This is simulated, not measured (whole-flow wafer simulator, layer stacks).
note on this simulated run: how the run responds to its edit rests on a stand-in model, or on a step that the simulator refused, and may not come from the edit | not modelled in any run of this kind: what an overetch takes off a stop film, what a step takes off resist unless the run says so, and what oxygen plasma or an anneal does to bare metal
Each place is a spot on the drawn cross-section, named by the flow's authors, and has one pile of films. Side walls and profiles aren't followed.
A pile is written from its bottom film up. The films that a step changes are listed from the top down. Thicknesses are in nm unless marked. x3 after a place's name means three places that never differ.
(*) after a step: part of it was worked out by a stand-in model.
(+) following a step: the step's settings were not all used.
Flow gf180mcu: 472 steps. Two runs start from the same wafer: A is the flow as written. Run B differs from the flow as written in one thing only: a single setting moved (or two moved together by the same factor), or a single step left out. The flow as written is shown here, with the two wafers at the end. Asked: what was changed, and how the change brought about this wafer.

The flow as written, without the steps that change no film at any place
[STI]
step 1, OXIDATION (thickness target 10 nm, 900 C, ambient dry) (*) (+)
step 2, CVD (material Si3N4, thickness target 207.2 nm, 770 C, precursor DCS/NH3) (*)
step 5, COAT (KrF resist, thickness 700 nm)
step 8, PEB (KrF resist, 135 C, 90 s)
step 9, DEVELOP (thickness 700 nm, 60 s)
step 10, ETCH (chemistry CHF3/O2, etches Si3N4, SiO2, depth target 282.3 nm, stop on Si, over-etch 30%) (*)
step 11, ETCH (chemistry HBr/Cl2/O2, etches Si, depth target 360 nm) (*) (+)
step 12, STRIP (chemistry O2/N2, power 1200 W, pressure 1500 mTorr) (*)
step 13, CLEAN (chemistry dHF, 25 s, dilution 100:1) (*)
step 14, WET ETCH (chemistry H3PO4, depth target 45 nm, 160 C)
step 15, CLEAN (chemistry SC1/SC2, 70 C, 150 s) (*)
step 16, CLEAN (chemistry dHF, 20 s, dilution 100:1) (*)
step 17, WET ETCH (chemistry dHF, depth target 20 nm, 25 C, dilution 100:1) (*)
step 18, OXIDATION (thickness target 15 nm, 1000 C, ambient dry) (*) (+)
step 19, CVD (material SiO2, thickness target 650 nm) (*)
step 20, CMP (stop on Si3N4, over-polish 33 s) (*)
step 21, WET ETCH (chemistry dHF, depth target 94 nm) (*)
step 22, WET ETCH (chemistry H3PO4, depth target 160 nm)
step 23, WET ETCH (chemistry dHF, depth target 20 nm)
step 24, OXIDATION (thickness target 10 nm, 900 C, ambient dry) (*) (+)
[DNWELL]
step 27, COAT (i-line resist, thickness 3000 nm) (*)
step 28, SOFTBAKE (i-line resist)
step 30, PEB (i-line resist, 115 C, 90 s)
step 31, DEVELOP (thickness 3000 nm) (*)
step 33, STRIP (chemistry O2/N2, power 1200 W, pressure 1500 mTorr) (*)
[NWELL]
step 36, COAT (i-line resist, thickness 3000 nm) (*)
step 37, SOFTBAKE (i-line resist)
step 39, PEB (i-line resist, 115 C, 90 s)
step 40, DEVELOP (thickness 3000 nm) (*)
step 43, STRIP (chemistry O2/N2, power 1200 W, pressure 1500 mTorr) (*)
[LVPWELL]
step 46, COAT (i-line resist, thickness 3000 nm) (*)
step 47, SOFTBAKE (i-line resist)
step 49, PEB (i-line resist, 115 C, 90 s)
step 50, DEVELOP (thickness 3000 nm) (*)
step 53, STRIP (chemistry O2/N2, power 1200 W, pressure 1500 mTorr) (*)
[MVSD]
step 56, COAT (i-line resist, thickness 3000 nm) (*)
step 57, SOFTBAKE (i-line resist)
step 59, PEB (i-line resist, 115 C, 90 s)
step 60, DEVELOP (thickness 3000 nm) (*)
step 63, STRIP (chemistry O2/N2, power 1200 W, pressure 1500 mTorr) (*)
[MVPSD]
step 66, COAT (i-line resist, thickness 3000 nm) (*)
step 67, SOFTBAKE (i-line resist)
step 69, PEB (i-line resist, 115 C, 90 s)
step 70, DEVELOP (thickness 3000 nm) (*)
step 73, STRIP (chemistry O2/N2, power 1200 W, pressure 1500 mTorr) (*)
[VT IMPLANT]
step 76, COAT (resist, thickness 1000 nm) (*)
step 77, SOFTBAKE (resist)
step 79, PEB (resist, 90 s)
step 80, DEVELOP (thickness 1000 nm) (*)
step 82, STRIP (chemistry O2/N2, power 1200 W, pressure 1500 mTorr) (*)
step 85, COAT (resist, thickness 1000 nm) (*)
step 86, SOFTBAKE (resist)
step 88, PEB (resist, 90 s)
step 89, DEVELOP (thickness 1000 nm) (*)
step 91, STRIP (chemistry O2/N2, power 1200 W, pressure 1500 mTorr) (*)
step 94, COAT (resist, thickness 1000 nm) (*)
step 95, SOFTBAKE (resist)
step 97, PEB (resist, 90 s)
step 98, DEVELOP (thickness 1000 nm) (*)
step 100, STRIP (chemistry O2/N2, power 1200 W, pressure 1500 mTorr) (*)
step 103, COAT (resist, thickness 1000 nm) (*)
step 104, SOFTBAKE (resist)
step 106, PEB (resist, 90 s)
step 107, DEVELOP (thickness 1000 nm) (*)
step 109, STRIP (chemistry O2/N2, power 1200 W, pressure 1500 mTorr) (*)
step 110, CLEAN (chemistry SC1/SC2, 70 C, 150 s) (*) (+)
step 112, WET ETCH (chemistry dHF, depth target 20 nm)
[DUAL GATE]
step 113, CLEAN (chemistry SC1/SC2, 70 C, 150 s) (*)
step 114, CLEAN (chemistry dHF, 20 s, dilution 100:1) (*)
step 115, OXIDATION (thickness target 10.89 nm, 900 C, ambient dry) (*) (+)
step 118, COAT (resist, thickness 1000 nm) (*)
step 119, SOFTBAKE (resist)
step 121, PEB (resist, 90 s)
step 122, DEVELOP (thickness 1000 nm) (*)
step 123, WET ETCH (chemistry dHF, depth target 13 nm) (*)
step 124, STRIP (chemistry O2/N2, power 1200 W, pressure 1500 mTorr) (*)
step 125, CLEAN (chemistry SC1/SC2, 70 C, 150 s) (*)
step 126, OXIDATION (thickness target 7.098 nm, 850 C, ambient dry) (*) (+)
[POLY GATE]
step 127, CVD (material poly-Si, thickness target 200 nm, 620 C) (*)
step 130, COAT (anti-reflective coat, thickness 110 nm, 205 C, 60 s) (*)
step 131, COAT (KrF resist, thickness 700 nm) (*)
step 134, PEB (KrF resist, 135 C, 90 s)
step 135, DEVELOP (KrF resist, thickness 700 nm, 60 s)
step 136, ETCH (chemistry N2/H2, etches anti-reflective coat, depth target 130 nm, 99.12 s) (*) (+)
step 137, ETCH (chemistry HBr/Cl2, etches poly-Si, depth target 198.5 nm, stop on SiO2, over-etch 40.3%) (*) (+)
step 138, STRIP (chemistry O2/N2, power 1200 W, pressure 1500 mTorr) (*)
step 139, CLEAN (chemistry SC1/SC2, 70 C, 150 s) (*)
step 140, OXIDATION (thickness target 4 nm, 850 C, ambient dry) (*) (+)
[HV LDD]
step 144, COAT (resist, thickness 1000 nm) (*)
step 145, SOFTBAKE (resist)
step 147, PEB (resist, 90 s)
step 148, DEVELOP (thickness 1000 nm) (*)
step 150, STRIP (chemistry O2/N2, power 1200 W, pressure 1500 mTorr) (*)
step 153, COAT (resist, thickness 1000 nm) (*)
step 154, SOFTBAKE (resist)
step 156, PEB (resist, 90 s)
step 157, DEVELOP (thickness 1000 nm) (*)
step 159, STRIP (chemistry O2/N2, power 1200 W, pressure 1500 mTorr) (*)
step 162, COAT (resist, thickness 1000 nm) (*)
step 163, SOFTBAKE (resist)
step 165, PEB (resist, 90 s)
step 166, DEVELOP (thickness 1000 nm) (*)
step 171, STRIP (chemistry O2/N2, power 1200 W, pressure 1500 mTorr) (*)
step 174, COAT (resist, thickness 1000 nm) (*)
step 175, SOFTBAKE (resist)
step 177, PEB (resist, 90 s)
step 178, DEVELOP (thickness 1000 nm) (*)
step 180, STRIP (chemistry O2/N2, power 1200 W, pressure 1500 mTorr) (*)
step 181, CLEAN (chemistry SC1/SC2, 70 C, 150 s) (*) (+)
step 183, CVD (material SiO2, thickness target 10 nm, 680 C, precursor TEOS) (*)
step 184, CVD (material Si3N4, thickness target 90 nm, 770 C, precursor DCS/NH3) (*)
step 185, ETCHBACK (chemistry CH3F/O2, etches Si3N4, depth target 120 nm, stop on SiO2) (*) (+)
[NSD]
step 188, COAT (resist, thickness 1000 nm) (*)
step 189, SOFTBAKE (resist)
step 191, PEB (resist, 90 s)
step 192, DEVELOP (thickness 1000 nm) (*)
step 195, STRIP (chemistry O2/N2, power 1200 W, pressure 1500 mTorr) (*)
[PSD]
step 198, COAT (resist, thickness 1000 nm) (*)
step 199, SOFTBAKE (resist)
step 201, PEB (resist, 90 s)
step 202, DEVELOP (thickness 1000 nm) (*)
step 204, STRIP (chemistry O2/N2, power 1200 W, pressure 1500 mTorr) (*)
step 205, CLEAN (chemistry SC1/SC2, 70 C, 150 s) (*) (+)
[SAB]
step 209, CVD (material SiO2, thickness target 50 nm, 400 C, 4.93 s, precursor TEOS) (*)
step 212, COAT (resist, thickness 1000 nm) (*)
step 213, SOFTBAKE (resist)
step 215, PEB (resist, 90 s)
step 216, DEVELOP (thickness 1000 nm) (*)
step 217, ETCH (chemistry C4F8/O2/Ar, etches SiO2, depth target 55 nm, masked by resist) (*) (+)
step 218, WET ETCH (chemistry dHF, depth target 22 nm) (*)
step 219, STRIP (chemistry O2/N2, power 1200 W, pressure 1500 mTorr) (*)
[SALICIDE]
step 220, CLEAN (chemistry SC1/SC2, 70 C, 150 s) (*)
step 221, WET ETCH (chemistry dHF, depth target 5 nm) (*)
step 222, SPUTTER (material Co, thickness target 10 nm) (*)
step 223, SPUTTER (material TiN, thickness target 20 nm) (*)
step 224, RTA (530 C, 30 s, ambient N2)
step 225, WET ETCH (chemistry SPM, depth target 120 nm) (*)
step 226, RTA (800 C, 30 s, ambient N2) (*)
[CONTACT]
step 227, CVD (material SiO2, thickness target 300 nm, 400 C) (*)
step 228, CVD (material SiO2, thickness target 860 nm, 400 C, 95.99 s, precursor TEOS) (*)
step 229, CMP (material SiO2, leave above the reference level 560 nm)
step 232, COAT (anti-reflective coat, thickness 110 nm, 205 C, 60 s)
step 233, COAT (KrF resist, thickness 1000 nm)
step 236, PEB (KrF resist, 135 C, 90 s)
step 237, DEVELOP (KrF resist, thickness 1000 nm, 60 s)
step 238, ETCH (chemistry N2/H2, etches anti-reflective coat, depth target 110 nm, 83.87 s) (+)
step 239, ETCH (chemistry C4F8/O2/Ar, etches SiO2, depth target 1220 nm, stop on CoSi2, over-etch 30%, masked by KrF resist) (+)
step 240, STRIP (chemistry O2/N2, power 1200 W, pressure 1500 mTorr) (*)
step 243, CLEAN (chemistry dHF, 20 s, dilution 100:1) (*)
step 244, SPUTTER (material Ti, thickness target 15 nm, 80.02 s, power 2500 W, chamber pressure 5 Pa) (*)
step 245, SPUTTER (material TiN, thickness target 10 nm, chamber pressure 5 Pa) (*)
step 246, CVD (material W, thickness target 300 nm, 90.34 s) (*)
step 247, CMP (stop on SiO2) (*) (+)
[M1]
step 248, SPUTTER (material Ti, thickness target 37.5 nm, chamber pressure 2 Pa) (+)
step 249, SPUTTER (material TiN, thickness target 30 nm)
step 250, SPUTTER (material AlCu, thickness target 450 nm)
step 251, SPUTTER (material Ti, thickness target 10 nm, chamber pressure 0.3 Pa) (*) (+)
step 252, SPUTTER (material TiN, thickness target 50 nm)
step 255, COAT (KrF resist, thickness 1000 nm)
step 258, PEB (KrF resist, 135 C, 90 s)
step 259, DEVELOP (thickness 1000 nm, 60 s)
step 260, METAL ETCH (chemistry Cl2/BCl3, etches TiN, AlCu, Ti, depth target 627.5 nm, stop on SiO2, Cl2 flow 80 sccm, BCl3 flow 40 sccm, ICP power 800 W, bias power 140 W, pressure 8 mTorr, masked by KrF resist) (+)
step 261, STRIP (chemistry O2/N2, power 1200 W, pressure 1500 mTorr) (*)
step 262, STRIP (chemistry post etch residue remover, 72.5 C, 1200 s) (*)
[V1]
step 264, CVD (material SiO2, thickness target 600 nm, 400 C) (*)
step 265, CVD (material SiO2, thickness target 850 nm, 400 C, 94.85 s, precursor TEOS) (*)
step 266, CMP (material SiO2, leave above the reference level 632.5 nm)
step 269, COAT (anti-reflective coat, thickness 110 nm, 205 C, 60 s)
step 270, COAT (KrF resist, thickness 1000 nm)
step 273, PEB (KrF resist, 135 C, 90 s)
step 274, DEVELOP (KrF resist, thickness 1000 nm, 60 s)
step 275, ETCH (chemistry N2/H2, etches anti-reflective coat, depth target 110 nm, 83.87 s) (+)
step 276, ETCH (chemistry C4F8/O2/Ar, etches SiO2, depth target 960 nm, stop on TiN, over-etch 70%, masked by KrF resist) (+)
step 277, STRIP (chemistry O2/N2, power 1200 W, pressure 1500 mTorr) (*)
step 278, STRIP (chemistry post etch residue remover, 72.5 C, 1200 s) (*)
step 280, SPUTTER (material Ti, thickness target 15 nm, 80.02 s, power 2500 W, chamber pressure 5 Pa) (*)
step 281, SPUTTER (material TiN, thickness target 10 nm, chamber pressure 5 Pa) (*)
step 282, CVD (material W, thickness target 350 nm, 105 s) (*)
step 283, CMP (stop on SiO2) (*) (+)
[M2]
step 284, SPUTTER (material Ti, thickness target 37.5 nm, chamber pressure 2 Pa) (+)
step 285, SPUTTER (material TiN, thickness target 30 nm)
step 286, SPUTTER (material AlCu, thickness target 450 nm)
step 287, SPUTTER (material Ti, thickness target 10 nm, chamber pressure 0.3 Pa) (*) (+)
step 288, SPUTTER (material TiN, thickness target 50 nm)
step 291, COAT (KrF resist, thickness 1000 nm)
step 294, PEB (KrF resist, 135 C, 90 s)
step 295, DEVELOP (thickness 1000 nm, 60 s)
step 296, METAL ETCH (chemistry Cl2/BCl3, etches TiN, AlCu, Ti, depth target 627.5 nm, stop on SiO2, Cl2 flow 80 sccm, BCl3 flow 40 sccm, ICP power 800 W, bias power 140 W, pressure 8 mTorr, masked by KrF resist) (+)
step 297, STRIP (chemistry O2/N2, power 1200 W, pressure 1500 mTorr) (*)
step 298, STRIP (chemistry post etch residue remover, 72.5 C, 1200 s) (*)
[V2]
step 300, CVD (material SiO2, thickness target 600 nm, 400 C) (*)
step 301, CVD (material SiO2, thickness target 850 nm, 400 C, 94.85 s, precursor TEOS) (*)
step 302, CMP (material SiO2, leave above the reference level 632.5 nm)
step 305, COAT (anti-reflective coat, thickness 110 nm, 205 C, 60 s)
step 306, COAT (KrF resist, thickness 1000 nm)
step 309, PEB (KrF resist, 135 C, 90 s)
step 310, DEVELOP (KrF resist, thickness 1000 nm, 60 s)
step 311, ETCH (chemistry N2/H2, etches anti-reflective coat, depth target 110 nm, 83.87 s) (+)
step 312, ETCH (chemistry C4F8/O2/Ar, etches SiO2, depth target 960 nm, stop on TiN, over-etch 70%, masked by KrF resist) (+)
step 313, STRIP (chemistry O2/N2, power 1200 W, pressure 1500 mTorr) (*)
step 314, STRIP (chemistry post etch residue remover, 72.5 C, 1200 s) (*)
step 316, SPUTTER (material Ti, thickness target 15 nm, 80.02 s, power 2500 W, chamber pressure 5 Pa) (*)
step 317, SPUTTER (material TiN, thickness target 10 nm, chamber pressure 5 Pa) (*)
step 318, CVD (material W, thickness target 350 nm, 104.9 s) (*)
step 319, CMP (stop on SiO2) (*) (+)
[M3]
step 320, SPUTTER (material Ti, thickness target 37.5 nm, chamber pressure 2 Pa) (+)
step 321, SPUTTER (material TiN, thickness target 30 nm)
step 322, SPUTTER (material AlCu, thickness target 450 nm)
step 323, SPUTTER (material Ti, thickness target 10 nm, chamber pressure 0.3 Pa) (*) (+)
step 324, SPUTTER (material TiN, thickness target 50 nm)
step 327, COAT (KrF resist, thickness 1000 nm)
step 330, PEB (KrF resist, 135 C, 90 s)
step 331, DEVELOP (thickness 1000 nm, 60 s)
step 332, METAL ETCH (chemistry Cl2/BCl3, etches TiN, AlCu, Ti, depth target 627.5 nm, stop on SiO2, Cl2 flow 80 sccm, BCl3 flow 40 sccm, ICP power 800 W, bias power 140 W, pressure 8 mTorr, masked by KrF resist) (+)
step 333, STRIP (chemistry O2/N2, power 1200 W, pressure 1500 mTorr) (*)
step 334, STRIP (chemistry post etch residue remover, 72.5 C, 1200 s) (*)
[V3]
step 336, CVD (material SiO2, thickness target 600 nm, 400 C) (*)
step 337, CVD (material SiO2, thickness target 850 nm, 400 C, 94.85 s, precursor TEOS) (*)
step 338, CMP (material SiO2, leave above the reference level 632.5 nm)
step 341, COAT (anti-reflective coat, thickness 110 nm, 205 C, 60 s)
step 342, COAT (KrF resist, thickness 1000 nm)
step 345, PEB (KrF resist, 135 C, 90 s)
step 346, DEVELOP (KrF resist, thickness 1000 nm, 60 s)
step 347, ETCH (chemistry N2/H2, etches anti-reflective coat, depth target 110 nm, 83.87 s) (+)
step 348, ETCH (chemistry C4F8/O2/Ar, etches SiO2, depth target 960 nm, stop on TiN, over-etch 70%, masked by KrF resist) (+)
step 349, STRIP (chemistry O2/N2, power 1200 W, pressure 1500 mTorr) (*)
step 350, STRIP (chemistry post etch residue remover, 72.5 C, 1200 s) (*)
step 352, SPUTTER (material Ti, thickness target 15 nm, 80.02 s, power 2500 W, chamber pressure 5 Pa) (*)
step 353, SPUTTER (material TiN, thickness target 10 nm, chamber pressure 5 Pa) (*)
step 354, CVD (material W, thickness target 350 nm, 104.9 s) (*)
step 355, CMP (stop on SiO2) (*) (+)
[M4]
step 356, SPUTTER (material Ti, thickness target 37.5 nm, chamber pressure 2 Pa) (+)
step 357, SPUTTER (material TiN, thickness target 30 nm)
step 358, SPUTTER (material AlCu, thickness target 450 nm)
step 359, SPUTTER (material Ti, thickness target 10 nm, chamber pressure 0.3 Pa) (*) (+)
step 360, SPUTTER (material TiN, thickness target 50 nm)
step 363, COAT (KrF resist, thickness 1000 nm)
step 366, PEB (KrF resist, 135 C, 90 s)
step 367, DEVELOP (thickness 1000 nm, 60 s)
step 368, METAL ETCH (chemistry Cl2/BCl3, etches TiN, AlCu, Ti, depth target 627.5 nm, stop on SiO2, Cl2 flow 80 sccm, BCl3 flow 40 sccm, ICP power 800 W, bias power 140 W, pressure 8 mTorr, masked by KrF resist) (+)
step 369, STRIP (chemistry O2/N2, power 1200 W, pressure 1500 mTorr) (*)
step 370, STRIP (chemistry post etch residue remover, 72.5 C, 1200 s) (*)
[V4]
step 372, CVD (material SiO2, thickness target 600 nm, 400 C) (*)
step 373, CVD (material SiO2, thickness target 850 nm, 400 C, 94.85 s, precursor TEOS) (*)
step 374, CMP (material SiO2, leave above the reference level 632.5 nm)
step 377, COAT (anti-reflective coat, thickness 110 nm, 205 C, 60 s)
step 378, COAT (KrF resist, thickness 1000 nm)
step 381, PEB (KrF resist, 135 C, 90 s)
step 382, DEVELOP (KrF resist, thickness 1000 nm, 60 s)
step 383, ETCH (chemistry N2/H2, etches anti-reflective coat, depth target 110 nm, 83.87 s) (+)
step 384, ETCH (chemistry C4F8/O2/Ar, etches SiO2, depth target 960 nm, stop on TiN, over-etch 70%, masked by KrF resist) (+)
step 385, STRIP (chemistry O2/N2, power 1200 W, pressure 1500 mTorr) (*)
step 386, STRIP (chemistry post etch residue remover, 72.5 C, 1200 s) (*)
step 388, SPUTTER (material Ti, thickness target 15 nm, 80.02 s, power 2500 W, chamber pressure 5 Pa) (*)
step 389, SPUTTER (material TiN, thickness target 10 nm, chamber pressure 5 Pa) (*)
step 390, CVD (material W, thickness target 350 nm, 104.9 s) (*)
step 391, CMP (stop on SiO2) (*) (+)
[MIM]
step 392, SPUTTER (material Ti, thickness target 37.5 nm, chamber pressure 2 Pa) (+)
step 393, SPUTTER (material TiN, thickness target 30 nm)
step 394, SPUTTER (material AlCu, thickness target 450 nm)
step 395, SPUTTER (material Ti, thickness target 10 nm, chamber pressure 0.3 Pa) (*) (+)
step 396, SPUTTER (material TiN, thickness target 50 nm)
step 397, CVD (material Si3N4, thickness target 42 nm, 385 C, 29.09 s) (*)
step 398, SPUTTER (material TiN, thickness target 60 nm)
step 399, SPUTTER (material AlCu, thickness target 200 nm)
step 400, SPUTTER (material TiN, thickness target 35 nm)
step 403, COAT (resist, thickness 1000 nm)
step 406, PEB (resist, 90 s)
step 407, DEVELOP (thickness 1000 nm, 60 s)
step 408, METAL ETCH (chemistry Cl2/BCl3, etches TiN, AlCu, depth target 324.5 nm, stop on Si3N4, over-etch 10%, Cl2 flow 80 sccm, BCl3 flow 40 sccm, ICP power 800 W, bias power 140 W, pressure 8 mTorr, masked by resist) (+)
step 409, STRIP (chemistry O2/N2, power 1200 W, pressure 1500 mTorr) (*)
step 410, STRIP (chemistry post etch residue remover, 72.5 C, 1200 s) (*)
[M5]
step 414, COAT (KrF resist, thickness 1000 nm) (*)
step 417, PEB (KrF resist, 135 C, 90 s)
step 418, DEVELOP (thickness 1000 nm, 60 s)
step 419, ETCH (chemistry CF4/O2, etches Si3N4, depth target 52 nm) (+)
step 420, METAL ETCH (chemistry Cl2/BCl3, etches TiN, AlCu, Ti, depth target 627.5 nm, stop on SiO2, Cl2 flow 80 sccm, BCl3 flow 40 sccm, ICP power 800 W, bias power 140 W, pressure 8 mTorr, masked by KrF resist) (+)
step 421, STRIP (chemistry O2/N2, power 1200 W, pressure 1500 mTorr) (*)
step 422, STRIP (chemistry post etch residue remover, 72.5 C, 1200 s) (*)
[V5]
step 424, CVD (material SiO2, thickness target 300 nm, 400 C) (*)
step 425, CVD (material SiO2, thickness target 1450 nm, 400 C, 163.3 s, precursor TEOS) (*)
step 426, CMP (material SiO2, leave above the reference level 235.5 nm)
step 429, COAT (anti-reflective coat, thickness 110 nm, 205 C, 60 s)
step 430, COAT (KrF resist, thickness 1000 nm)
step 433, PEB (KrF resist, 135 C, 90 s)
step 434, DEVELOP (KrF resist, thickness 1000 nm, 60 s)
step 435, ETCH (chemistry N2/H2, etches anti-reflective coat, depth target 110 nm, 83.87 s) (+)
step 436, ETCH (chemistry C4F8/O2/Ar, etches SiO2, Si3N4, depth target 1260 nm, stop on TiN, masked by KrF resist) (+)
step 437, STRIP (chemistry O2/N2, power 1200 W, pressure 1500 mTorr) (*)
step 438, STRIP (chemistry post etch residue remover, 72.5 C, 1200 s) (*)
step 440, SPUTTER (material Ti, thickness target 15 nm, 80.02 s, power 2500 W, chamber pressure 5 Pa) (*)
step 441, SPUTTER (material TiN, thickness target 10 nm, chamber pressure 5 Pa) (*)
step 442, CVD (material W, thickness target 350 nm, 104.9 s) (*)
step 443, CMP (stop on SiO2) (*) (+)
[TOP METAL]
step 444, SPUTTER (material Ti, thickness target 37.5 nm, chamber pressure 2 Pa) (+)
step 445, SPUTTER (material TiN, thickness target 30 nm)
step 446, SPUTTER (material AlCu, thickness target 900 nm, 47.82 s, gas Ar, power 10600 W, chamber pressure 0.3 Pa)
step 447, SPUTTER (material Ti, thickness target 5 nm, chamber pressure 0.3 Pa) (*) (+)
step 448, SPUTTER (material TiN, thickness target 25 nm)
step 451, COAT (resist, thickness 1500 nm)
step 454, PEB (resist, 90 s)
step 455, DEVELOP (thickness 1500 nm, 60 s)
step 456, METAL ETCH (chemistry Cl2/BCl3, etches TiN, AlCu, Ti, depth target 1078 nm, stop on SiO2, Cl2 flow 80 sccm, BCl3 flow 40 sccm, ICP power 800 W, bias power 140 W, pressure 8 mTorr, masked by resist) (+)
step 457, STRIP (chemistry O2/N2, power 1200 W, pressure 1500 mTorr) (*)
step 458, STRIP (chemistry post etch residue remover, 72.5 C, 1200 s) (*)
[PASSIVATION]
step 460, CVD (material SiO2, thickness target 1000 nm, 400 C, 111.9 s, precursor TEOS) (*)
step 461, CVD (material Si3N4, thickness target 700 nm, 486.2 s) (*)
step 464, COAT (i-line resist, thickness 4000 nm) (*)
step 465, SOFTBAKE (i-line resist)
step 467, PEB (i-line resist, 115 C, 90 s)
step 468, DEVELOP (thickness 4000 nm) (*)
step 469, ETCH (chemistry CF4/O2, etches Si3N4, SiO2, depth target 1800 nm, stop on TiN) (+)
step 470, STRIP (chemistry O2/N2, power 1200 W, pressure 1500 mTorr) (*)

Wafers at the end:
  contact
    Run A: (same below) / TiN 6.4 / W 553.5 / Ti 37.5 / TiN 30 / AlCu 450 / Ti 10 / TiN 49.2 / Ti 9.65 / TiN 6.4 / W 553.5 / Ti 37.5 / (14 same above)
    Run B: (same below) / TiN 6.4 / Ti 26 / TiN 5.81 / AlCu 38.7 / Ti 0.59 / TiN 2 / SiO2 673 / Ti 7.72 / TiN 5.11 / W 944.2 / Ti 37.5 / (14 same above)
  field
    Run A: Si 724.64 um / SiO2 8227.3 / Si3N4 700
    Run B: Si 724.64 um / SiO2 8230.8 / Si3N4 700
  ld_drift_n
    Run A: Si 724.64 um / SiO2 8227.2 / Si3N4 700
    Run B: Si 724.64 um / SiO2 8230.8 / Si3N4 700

Cause: step 354, CVD: material W, thickness target 350 nm, 104.9 s (*), was skipped.

The path from the change to this, step by step:
  step 355, CMP (stop on SiO2) (*) (+)
      field, field__w1, field__w2 and 107 more: A -350 W (all of it), -10 TiN (all of it), -15 Ti (all of it), -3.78 SiO2 | B -10 TiN (all of it), -15 Ti (all of it), -0.25 SiO2
      contact: A -378.8 W | B nothing
  step 356, SPUTTER (material Ti, thickness target 37.5 nm, chamber pressure 2 Pa) (+)
      contact: A +37.5 Ti (new film) | B +26 Ti (new film)
  step 357, SPUTTER (material TiN, thickness target 30 nm)
      contact: A +30 TiN (new film) | B +5.81 TiN (new film)
  step 358, SPUTTER (material AlCu, thickness target 450 nm)
      contact: A +450 AlCu (new film) | B +38.7 AlCu (new film)
  step 359, SPUTTER (material Ti, thickness target 10 nm, chamber pressure 0.3 Pa) (*) (+)
      contact: A +10 Ti (new film) | B +0.59 Ti (new film)
  step 360, SPUTTER (material TiN, thickness target 50 nm)
      contact: A +50 TiN (new film) | B +2.42 TiN (new film)
  step 363, COAT (KrF resist, thickness 1000 nm)
      field__w1, field__w8: A +1000 KrF resist (new film) | B +950 KrF resist (new film)
      n_well: A +1000 KrF resist (new film) | B +969.9 KrF resist (new film)
      (also at 7 further places)
  step 366, PEB (KrF resist, 135 C, 90 s)
      contact: A -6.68 KrF resist | B -15.6 KrF resist
      m1: A -6.68 KrF resist | B -6.01 KrF resist
  step 367, DEVELOP (thickness 1000 nm, 60 s)
      field__w1: A -993.3 KrF resist (all of it) | B -943.7 KrF resist (all of it)
      n_well: A -993.3 KrF resist (all of it) | B -963.4 KrF resist (all of it)
      (also at 4 further places)
  step 369, STRIP (chemistry O2/N2, power 1200 W, pressure 1500 mTorr) (*)
      field__w8: A -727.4 KrF resist (all of it) | B -677.7 KrF resist (all of it)
      contact: A -727.4 KrF resist (all of it) | B -1718 KrF resist (all of it)
      (also at 2 further places)
  step 372, CVD (material SiO2, thickness target 600 nm, 400 C) (*)
      contact: A +600 SiO2 (new film) | B +1083.8 SiO2 (new film)
  step 374, CMP (material SiO2, leave above the reference level 632.5 nm)
      contact: A -877.1 SiO2 | B -300 SiO2
  step 384, ETCH (chemistry C4F8/O2/Ar, etches SiO2, depth target 960 nm, stop on TiN, over-etch 70%, masked by KrF resist) (+)
      contact: A -572.1 SiO2 (all of it) | B -960 SiO2
  step 388, SPUTTER (material Ti, thickness target 15 nm, 80.02 s, power 2500 W, chamber pressure 5 Pa) (*)
      contact: A +9.65 Ti (new film) | B +7.72 Ti (new film)
  step 389, SPUTTER (material TiN, thickness target 10 nm, chamber pressure 5 Pa) (*)
      contact: A +6.4 TiN (new film) | B +5.11 TiN (new film)
  step 390, CVD (material W, thickness target 350 nm, 104.9 s) (*)
      contact: A +932.3 W (new film) | B +1323 W (new film)
With metal films that touch counted as one body, contact has 2 bodies (between them, from the top down: SiO2 673); the flow as written gives 1 body.
